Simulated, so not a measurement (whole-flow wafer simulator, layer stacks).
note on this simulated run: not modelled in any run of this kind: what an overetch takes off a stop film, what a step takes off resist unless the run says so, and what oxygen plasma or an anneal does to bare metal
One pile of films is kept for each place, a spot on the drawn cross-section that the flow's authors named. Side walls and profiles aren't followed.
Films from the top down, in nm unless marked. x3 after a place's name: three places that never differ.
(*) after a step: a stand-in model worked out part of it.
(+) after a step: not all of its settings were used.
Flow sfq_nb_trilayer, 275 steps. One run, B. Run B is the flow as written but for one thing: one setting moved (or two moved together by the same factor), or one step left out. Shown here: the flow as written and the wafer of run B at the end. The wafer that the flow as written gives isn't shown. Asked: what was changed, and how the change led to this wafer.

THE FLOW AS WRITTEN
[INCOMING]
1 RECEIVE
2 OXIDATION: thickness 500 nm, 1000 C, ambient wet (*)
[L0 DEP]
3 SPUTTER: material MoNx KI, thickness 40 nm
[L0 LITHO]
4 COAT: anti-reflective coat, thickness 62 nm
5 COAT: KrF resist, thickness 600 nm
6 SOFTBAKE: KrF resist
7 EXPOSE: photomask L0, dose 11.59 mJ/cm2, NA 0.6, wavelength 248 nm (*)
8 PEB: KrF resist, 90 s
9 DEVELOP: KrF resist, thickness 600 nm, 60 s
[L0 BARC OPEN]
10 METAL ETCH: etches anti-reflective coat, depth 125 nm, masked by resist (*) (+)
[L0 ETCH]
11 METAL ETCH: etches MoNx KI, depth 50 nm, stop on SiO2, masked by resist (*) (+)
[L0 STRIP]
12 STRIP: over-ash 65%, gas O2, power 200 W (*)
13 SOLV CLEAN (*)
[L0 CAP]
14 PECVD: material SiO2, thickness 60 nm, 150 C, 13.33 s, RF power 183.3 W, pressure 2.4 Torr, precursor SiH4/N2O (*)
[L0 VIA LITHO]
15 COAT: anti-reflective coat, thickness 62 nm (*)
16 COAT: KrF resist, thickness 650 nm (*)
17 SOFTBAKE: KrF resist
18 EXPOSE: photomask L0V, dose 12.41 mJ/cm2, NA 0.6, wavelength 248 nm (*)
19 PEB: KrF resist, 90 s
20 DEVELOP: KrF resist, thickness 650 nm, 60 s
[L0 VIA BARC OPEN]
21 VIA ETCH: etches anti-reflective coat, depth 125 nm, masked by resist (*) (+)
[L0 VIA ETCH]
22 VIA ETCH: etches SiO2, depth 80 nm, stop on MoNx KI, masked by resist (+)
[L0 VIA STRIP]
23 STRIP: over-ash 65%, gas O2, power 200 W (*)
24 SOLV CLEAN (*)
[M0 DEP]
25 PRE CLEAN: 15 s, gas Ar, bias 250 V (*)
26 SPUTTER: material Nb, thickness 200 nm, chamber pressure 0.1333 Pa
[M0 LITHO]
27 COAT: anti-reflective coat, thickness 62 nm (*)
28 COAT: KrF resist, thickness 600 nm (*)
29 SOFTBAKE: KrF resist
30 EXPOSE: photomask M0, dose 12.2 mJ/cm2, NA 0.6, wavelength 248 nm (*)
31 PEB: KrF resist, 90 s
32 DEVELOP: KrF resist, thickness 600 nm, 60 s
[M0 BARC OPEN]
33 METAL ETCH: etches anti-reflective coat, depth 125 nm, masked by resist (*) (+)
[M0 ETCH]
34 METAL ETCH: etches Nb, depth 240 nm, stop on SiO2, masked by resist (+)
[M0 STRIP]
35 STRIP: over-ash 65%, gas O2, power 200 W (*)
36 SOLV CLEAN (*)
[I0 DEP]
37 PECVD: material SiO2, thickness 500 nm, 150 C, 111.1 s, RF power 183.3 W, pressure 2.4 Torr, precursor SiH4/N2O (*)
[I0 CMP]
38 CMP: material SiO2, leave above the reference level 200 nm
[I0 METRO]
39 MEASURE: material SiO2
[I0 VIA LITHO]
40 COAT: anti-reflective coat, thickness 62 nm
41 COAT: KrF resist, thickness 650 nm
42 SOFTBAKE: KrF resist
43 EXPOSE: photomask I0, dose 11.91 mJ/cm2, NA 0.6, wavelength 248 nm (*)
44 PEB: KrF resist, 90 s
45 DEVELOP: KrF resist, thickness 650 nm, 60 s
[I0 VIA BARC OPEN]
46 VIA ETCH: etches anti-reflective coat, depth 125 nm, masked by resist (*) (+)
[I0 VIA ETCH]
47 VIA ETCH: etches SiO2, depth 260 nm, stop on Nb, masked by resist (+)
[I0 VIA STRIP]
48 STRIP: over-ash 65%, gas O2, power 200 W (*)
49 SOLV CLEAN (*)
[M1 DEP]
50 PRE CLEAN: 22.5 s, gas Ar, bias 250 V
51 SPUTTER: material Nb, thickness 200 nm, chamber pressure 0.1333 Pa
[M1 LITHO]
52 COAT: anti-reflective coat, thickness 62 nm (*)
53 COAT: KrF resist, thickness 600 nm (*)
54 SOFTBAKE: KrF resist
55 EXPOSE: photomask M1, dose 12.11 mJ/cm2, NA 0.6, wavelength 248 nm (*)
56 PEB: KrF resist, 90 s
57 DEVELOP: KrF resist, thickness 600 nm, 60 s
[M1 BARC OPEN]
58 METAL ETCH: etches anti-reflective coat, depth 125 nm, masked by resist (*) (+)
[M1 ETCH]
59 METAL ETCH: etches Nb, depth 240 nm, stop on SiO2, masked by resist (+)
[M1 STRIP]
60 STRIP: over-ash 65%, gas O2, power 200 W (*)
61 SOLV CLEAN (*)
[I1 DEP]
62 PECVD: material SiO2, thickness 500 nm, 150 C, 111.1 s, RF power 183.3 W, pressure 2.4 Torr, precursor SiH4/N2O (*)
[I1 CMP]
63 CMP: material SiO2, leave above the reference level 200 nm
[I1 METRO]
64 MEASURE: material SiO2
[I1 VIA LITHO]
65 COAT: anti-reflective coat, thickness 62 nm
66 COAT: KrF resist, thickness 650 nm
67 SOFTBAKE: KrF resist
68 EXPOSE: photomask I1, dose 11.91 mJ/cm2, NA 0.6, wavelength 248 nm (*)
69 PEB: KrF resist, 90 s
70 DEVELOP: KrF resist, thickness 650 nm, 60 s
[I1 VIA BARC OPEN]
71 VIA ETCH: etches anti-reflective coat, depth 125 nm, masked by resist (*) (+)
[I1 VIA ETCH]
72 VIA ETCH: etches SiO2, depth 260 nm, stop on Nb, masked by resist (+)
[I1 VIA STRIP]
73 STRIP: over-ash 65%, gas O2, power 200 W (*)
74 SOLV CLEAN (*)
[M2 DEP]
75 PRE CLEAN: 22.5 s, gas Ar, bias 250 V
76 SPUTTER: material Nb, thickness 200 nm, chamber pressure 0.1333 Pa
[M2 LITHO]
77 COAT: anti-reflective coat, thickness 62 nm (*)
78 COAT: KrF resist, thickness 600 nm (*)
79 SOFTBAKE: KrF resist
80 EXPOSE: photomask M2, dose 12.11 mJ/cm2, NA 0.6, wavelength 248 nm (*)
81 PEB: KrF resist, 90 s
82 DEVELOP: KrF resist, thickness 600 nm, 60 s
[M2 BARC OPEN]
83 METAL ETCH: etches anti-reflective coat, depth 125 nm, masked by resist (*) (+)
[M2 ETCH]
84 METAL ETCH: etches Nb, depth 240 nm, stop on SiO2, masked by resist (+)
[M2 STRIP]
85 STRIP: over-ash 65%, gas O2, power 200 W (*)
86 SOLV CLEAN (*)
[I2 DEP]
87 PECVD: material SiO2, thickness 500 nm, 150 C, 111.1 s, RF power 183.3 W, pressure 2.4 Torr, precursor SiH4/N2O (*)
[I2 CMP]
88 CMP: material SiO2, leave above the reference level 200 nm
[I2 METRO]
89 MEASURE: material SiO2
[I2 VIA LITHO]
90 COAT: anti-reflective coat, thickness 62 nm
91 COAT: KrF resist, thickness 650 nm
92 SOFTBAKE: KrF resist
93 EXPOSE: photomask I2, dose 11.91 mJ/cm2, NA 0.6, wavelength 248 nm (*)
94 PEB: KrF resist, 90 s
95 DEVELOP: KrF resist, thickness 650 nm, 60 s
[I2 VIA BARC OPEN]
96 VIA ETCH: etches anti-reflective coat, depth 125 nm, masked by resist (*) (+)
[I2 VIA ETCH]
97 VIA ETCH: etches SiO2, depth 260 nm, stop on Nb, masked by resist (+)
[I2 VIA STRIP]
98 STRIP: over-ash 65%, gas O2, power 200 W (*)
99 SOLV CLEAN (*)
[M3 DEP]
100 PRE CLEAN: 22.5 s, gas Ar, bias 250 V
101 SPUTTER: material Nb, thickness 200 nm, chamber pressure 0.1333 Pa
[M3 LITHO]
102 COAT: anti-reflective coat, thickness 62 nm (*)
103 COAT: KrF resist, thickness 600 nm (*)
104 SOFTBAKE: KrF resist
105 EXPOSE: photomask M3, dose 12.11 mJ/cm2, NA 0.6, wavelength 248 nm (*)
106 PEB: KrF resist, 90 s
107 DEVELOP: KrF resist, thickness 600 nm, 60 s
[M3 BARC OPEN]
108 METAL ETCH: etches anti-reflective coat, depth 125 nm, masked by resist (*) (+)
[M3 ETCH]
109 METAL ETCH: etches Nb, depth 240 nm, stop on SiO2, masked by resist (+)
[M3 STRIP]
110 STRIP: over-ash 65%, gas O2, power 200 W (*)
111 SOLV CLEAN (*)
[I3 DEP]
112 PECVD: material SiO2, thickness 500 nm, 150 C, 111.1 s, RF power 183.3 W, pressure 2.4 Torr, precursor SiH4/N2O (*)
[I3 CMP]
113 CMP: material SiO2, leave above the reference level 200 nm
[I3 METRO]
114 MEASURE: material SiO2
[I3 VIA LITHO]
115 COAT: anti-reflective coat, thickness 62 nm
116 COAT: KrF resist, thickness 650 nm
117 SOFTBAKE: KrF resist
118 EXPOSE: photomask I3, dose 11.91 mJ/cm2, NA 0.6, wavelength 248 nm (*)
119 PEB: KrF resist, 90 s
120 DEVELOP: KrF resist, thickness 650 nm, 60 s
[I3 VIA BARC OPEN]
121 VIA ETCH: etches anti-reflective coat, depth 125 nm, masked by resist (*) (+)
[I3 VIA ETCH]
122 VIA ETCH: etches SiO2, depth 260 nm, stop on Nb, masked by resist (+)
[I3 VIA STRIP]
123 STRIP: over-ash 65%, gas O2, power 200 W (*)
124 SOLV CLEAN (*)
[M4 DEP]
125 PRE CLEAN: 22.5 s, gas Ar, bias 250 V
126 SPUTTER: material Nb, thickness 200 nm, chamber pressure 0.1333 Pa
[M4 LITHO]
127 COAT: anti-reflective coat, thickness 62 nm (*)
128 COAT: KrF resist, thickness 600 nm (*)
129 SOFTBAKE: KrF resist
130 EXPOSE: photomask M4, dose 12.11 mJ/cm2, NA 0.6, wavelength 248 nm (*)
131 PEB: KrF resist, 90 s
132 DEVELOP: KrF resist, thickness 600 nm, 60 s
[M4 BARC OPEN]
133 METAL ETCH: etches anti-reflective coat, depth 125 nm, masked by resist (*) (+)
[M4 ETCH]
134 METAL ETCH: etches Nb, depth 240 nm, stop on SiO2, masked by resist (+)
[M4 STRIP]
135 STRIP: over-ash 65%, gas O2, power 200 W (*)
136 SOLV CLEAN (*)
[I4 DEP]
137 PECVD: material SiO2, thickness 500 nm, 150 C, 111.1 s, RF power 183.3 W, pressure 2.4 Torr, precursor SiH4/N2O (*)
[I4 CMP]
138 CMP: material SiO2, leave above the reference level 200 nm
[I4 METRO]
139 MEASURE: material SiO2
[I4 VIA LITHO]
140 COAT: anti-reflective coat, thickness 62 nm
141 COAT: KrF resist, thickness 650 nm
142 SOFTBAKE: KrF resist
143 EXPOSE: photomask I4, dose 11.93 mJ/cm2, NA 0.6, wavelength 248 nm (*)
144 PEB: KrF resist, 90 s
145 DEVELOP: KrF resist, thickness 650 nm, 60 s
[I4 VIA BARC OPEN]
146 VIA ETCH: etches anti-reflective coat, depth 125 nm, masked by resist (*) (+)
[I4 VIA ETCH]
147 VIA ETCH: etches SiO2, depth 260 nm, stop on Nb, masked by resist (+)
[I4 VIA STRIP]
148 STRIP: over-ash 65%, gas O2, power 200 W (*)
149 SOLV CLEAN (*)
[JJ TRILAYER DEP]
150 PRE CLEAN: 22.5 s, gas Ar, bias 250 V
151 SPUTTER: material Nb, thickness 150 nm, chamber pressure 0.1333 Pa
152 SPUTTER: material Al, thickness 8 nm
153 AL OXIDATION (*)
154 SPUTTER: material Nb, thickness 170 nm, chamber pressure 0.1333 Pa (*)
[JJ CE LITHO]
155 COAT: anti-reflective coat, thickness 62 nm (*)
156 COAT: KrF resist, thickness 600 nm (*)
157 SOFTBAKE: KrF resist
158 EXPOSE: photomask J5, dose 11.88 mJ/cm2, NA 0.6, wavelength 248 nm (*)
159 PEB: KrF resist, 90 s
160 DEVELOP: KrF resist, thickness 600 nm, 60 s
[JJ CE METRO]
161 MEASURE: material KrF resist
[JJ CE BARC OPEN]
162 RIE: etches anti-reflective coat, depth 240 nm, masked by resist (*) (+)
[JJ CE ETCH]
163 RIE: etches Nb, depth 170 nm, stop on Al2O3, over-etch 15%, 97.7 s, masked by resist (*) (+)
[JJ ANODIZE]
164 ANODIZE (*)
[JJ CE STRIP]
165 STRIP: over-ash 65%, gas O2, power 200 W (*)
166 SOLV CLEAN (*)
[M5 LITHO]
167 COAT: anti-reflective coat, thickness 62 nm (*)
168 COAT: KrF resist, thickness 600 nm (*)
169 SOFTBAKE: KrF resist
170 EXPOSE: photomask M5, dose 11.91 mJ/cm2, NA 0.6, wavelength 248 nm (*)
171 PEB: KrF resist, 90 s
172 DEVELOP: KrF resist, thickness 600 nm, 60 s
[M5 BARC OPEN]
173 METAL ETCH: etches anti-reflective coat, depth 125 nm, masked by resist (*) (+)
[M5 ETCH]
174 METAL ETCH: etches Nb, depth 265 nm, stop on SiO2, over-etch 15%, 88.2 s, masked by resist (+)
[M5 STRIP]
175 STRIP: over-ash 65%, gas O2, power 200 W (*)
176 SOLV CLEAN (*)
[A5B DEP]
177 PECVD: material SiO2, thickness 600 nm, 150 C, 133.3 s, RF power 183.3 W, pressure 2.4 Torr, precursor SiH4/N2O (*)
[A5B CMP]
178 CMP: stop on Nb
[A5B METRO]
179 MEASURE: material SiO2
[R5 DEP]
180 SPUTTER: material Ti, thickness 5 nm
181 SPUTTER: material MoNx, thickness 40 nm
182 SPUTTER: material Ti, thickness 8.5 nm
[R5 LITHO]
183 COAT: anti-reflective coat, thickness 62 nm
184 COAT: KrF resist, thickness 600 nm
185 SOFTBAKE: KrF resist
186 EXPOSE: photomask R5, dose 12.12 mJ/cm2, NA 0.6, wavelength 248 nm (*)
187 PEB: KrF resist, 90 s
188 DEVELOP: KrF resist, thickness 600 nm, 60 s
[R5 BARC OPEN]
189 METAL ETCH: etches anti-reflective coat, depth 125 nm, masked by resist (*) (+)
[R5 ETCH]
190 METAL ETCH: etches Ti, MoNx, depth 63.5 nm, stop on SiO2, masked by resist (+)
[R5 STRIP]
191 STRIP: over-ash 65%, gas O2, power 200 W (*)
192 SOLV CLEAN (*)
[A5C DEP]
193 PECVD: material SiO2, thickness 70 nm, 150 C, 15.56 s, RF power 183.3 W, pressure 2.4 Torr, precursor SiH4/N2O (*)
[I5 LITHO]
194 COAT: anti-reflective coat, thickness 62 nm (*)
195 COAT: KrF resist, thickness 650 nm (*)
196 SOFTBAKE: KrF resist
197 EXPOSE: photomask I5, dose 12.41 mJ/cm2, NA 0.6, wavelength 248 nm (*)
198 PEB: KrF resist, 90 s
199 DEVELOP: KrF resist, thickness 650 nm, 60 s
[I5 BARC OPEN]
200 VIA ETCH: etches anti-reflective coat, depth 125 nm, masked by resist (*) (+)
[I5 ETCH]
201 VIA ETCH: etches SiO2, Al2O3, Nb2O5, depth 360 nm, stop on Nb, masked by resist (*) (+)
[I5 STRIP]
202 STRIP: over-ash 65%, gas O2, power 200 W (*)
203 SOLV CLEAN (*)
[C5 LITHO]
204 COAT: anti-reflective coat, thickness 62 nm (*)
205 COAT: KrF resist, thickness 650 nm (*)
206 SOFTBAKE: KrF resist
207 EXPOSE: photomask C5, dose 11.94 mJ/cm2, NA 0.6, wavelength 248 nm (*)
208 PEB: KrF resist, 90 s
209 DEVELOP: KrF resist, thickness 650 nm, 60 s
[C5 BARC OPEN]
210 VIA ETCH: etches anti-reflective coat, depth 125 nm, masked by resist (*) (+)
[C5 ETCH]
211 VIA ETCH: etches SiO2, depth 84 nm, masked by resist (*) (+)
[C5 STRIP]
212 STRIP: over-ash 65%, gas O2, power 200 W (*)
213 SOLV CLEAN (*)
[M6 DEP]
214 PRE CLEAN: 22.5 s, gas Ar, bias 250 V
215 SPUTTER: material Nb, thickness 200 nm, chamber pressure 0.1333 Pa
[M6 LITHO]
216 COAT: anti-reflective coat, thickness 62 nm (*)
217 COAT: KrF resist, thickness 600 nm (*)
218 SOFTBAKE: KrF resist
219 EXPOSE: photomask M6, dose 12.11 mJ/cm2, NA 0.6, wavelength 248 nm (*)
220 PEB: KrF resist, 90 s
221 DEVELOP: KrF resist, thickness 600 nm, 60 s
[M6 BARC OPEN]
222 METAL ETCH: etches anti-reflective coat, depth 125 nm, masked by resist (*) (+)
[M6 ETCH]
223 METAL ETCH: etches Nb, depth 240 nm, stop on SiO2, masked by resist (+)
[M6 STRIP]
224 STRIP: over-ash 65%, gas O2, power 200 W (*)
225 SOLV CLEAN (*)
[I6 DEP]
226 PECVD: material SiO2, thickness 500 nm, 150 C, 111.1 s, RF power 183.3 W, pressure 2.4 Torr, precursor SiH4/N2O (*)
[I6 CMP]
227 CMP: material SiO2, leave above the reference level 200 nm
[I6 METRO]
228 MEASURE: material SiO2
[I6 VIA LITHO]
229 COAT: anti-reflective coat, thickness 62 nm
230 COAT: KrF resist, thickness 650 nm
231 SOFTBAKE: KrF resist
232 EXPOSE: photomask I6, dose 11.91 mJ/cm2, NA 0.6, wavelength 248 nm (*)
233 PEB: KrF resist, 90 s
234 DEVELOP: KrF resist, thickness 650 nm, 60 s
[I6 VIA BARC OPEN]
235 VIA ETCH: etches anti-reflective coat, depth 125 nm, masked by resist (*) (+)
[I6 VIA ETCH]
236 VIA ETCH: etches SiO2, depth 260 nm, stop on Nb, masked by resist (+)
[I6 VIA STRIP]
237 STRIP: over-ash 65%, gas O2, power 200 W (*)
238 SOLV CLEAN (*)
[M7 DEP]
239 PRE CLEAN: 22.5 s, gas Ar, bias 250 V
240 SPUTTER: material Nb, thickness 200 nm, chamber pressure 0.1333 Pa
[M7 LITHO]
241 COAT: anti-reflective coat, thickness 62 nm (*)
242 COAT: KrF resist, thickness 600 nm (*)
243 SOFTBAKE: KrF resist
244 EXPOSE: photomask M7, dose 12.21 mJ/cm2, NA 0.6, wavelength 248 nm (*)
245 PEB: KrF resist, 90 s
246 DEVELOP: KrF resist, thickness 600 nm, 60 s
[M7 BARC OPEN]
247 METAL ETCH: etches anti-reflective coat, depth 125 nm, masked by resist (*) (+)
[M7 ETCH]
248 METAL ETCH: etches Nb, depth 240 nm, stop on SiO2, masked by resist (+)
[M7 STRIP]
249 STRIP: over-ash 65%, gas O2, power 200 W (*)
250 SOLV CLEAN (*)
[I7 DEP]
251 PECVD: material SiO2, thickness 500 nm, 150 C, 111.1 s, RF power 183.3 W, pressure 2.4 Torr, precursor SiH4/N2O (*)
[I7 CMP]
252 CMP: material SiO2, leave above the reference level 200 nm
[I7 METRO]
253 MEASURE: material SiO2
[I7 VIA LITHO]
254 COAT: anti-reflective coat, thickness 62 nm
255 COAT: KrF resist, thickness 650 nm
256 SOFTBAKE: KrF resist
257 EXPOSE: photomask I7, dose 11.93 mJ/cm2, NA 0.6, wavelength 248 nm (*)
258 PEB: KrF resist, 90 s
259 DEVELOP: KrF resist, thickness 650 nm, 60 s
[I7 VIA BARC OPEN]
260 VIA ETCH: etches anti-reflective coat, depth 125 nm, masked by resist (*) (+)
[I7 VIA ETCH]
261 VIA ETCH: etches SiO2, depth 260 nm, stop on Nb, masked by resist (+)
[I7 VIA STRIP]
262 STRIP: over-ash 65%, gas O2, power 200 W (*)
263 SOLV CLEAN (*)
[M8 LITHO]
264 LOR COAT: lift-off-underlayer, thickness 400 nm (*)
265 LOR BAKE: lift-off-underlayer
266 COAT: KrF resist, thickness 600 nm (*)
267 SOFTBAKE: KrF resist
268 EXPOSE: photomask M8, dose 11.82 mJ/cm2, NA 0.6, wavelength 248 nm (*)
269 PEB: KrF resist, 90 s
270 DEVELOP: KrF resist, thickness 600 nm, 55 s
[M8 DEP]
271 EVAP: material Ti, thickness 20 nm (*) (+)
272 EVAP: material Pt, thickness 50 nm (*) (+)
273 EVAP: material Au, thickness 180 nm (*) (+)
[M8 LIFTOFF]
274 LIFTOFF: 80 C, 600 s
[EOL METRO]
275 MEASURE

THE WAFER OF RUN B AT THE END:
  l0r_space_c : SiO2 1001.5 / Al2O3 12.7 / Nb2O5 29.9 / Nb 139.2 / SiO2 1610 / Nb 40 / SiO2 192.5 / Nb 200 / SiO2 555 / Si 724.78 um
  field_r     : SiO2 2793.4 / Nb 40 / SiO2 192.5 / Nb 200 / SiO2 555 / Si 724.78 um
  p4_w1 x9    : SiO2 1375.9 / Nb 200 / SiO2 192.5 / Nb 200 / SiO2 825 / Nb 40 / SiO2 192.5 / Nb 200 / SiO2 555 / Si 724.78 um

The cause: step 51, SPUTTER: thickness 280 nm was run, where the flow has thickness 200 nm.

How the change led to this, step by step:
  51 SPUTTER: material Nb, thickness 200 nm, chamber pressure 0.1333 Pa
      field_l, v_sur, via_wl and 102 more: Nb +280 (new film) (as written it would be: Nb +200 (new film))
      via_w: Nb +245.5 (as written it would be: Nb +174.5)
  52 COAT: anti-reflective coat, thickness 62 nm (*)
      via_wr: anti-reflective coat +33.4 (new film) (as written it would be: anti-reflective coat +34.9 (new film))
  59 METAL ETCH: etches Nb, depth 240 nm, stop on SiO2, masked by resist (+)
      field_l, be, be_sur and 79 more: Nb -240 (as written it would be: Nb -200 (all of it))
  60 STRIP: over-ash 65%, gas O2, power 200 W (*)
      via_wr: KrF resist -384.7 (all of it), anti-reflective coat -33.4 (all of it) (as written it would be: KrF resist -384.4 (all of it), anti-reflective coat -34.9 (all of it))
  62 PECVD: material SiO2, thickness 500 nm, 150 C, 111.1 s, RF power 183.3 W, pressure 2.4 Torr, precursor SiH4/N2O (*)
      field_l, be, be_sur and 72 more: SiO2 +500 (new film) (as written it would be: SiO2 +500)
      lsp_m, ln_m6, lsp_r, l0_sur, l0v: SiO2 +493.9 (new film) (as written it would be: SiO2 +494.9)
      (and at 3 more places)
  63 CMP: material SiO2, leave above the reference level 200 nm
      field_l, be, be_sur and 72 more: SiO2 -60 (as written it would be: SiO2 -100)
      lsp_m, ln_m6, lsp_r, l0_sur, l0v: SiO2 -53.9 (as written it would be: SiO2 -94.9)
      (and at 1 more place)
Counting metal films that touch as one body, l0r_space_c has 3 bodies (between them, from the top down: SiO2 1610; SiO2 192.5); the flow as written gives 2 bodies (between them, from the top down: SiO2 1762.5).
Counting metal films that touch as one body, field_r has 2 bodies (between them, from the top down: SiO2 192.5); the flow as written gives 1 body.
Counting metal films that touch as one body, p4_w1 x9 has 4 bodies (between them, from the top down: SiO2 192.5; SiO2 825; SiO2 192.5); the flow as written gives 3 bodies (between them, from the top down: SiO2 192.5; SiO2 977.5).
